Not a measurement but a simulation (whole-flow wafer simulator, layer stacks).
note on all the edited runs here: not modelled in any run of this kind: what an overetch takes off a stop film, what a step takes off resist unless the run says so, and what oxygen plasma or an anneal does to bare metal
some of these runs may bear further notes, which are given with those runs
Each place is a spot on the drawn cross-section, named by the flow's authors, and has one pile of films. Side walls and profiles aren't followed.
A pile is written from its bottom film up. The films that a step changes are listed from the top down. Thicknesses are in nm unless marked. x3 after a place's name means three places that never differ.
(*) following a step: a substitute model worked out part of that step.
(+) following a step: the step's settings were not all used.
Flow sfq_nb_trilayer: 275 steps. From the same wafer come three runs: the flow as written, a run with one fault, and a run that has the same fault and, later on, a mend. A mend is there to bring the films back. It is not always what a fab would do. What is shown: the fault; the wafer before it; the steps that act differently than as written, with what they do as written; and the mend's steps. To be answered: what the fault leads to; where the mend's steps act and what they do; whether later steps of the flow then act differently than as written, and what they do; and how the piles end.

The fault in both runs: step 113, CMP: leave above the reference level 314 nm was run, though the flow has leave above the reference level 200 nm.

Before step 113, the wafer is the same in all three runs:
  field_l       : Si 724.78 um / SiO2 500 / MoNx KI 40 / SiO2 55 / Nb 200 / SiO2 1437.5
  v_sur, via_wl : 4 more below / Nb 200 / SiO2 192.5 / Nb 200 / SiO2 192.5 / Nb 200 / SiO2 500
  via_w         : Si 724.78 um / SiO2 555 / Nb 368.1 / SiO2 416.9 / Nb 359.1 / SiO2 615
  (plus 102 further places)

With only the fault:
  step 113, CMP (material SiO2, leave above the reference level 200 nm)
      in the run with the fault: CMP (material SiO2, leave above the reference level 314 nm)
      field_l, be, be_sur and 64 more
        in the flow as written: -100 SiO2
        in the run with the fault: nothing
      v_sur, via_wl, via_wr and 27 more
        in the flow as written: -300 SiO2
        in the run with the fault: -186 SiO2
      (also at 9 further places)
  Later steps of the flow acting differently than as written (6 other steps are not shown; they differ only slightly, by no more than 2% or 0.5 nm, whichever is larger):
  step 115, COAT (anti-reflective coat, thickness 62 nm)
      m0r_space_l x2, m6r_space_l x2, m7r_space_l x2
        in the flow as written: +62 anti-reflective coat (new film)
        in the run with the fault: +64 anti-reflective coat (new film)
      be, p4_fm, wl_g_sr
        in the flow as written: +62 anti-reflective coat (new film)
        in the run with the fault: +63.9 anti-reflective coat (new film)
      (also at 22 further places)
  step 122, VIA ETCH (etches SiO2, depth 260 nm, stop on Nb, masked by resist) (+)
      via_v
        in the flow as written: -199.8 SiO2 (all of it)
        in the run with the fault: -260 SiO2
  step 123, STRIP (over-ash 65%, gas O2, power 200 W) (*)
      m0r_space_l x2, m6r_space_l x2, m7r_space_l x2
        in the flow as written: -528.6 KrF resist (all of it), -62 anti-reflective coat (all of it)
        in the run with the fault: -530.9 KrF resist (all of it), -64 anti-reflective coat (all of it)
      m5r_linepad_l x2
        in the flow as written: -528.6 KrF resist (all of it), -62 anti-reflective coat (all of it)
        in the run with the fault: -526.6 KrF resist (all of it), -68.4 anti-reflective coat (all of it)
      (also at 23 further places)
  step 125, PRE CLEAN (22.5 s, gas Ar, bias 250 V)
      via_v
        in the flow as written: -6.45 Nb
        in the run with the fault: -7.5 SiO2
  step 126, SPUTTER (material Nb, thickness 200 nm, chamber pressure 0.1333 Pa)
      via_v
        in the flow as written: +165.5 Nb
        in the run with the fault: +152.6 Nb (new film)
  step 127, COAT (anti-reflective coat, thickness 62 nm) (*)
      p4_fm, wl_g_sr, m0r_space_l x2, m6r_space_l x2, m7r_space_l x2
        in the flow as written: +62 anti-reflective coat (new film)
        in the run with the fault: +63.8 anti-reflective coat (new film)
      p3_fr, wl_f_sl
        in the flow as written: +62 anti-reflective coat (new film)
        in the run with the fault: +64.3 anti-reflective coat (new film)
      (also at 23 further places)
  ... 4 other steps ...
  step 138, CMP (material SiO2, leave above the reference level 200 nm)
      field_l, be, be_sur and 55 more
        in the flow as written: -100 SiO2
        in the run with the fault: -86 SiO2
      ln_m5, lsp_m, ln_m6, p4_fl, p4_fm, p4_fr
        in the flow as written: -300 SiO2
        in the run with the fault: -286 SiO2
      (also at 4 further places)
  At field_l, v_sur, via_wl and 103 more, the piles at the end differ from the flow's by more than 2% or 0.5 nm, whichever is larger.
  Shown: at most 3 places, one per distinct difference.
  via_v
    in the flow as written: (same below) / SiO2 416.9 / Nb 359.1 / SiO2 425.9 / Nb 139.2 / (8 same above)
    in the run with the fault: (same below) / SiO2 416.9 / Nb 200 / SiO2 46.3 / Nb 152.6 / SiO2 500.1 / Nb 139.2 / (8 same above)
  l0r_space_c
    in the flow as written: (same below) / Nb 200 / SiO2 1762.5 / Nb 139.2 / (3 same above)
    in the run with the fault: (same below) / Nb 200 / SiO2 1876.5 / Nb 139.2 / (3 same above)
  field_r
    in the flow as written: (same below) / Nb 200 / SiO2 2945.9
    in the run with the fault: (same below) / Nb 200 / SiO2 3059.9

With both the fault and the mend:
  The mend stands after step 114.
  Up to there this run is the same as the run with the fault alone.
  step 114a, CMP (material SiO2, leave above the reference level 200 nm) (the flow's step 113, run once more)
      field_l, be, be_sur and 64 more
        -100 SiO2
      v_sur, via_wl, via_w and 36 more
        -114 SiO2
  Every later step of the flow that is run acts as written at every place that is followed.
  By the end, the piles equal the flow's at every place that both follow.
